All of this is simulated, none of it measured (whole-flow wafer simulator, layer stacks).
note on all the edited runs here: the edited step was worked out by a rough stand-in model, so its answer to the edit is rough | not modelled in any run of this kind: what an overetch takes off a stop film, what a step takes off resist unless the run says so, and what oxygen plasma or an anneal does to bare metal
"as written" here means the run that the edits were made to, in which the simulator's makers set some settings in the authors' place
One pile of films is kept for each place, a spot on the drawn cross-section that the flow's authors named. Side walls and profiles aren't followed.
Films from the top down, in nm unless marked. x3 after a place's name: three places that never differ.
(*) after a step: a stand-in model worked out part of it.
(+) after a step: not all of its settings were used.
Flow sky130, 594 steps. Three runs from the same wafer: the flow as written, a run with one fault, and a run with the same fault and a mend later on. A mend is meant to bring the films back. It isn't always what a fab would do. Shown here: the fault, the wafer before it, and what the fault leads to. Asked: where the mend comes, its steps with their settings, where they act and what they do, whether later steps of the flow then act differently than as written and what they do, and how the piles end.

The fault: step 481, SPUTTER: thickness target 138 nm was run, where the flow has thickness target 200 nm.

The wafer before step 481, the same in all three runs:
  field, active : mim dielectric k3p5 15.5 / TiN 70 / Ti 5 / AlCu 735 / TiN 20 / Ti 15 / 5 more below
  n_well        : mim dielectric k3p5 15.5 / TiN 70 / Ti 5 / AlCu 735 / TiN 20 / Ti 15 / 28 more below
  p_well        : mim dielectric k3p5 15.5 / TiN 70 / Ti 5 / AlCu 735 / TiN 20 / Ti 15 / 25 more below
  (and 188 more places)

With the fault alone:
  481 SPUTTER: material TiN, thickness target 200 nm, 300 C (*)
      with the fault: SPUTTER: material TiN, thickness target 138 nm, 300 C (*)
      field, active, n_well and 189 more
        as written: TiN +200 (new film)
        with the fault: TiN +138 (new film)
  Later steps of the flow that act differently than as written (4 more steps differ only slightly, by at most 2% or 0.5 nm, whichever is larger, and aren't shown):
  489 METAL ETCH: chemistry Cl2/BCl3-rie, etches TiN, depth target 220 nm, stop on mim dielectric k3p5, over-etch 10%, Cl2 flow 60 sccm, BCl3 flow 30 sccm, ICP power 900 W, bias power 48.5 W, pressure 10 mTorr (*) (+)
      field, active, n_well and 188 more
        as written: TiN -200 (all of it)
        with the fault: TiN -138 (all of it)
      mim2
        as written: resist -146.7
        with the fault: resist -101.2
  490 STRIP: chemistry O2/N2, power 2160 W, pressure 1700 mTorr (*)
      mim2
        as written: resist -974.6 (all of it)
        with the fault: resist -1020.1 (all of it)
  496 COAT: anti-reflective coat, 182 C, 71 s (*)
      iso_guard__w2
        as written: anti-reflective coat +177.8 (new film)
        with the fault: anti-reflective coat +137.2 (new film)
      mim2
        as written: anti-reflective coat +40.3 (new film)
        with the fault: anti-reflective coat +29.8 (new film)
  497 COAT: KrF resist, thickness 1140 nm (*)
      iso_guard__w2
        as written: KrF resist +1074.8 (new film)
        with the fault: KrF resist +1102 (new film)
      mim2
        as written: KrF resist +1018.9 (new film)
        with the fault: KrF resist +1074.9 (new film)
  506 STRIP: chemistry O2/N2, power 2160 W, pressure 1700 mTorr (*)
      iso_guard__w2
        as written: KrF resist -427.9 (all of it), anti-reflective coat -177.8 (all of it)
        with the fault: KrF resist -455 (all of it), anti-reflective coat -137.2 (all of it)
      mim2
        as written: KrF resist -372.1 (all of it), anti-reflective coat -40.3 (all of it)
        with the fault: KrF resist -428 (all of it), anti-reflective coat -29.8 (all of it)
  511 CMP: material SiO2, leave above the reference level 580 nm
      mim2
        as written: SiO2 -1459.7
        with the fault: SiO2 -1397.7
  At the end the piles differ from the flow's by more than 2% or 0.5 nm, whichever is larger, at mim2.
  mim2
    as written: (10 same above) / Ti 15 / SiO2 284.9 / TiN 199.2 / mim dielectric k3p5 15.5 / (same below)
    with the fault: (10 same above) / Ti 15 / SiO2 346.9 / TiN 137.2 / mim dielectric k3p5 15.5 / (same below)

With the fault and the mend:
  The mend comes after step 481.
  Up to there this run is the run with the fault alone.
  481a SPUTTER: material TiN, thickness target 62 nm, 300 C (*) (the flow's step 481 once more, with other settings)
      field, active, n_well and 189 more
        TiN +62
  No later step of the flow acts differently than as written at any place that is followed.
  At the end the piles are the same as the flow's at every place that both follow.
